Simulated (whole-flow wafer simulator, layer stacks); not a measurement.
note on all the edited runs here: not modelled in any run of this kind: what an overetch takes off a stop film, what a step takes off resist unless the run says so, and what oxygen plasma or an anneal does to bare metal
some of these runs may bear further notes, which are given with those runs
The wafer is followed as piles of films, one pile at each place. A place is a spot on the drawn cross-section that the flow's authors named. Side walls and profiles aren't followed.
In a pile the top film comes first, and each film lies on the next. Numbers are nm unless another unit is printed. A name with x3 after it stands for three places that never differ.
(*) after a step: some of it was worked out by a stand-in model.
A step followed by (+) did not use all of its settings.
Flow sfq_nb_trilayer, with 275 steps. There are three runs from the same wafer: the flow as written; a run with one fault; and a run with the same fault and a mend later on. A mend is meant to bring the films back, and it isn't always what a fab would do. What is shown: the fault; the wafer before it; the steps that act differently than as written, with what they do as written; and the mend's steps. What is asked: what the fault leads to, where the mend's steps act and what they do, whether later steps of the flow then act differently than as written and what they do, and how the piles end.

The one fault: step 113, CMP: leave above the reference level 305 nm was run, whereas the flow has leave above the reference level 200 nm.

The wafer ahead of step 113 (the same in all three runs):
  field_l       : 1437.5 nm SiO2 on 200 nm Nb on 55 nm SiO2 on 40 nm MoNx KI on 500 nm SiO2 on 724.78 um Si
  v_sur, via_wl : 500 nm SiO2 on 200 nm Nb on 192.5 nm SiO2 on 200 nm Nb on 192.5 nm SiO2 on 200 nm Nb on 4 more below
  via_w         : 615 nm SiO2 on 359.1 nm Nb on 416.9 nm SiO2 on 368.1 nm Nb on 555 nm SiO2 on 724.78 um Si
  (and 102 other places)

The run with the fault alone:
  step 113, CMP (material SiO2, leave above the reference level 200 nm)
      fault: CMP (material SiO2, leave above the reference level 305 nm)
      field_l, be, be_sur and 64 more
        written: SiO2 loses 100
        fault: nothing
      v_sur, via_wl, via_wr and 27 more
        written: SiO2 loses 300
        fault: SiO2 loses 195
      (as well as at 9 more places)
  Later steps of the flow acting differently than as written (8 other steps are not shown; they differ only slightly, by no more than 2% or 0.5 nm, whichever is larger):
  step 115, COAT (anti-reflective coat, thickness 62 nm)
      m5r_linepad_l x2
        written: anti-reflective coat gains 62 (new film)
        fault: anti-reflective coat gains 64 (new film)
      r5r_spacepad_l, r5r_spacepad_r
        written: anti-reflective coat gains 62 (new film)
        fault: anti-reflective coat gains 64.1 (new film)
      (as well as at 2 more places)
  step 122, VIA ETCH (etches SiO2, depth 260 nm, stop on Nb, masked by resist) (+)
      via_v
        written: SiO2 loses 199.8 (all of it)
        fault: SiO2 loses 260
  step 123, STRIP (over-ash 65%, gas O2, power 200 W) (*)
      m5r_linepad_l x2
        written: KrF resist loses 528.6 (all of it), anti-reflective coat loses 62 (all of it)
        fault: KrF resist loses 528 (all of it), anti-reflective coat loses 64 (all of it)
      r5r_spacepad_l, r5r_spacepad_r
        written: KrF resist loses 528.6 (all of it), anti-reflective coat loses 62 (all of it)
        fault: KrF resist loses 528.2 (all of it), anti-reflective coat loses 64.1 (all of it)
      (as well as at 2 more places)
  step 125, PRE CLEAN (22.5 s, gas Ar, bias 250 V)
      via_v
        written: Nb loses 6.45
        fault: SiO2 loses 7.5
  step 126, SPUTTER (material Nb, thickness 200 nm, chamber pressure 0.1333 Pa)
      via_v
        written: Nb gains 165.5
        fault: Nb gains 152.6 (new film)
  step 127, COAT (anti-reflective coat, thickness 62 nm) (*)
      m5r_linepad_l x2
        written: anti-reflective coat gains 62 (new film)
        fault: anti-reflective coat gains 63.8 (new film)
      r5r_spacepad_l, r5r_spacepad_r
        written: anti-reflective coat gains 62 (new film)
        fault: anti-reflective coat gains 63.9 (new film)
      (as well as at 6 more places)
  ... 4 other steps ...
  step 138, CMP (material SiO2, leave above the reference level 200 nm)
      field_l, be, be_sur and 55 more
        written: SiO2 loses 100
        fault: SiO2 loses 95
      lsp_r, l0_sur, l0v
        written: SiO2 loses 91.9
        fault: SiO2 loses 86.9
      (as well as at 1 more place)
  At field_l, v_sur, via_wl and 103 more, the piles at the end differ from the flow's by more than 2% or 0.5 nm, whichever is larger.
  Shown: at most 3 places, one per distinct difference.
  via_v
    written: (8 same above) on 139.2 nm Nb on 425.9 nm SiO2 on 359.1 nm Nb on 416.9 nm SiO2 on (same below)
    fault: (8 same above) on 139.2 nm Nb on 500.1 nm SiO2 on 152.6 nm Nb on 37.3 nm SiO2 on 200 nm Nb on 416.9 nm SiO2 on (same below)
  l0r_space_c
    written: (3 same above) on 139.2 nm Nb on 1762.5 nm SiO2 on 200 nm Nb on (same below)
    fault: (3 same above) on 139.2 nm Nb on 1867.5 nm SiO2 on 200 nm Nb on (same below)
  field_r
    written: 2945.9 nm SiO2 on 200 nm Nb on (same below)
    fault: 3050.9 nm SiO2 on 200 nm Nb on (same below)

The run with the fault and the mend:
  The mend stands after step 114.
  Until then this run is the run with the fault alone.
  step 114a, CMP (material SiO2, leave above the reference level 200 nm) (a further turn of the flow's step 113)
      field_l, be, be_sur and 64 more
        SiO2 loses 100
      v_sur, via_wl, via_w and 36 more
        SiO2 loses 105
  Later steps of the flow that are run all act as written at every place that is followed.
  The piles end the same as the flow's at every place that both follow.
